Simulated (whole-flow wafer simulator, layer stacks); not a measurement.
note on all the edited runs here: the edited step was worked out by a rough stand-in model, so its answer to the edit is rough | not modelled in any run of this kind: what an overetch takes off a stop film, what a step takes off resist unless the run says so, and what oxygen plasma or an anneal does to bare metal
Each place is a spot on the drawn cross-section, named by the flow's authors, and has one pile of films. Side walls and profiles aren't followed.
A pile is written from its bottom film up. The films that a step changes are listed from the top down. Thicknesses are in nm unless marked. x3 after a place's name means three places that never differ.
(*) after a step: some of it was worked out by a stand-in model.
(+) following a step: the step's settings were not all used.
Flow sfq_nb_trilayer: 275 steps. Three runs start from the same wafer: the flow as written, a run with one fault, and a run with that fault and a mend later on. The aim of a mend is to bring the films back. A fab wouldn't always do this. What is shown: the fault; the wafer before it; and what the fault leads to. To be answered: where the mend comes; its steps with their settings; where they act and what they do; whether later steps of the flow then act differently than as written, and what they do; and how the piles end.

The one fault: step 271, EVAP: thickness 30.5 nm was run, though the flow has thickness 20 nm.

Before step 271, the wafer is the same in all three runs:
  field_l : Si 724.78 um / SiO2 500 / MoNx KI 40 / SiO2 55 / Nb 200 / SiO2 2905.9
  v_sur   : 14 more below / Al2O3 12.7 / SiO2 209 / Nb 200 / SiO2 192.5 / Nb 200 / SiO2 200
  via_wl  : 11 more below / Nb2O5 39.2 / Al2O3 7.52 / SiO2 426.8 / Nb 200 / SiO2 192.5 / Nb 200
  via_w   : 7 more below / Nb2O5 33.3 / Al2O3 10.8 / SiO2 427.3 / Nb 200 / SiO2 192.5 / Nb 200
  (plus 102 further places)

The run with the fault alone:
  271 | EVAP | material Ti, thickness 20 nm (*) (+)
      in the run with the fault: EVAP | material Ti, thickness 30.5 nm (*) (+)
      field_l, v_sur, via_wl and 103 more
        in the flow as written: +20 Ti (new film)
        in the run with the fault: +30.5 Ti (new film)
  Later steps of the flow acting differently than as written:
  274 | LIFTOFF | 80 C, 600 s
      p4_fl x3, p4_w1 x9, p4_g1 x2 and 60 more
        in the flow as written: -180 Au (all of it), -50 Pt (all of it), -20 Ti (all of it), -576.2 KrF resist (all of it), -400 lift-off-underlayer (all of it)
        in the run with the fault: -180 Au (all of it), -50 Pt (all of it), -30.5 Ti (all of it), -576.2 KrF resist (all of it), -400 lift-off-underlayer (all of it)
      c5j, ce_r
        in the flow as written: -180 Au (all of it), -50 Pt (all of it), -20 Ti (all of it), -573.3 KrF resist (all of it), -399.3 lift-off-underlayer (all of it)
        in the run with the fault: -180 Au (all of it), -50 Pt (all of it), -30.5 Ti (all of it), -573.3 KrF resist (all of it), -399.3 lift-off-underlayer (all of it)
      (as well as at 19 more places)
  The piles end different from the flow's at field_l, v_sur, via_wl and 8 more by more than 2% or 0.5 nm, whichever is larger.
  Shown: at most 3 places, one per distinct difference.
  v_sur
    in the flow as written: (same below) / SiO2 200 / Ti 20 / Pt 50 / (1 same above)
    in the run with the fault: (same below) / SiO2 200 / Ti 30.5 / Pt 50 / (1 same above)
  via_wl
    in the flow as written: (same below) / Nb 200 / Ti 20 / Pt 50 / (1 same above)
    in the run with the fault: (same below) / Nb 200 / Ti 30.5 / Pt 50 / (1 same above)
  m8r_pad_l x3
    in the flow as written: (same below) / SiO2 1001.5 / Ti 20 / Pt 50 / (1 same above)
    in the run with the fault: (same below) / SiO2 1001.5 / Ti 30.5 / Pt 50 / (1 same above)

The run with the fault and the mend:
  After step 271 comes the mend.
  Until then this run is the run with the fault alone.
  271a | METAL ETCH | etches Ti, MoNx, depth 10.5 nm (the flow's step 190, run once more with other settings)
      field_l, v_sur, via_wl and 103 more
        -10.5 Ti
  Every later step of the flow that is run acts as written at every place that is followed.
  At every place that both follow, the piles at the end match the flow's.
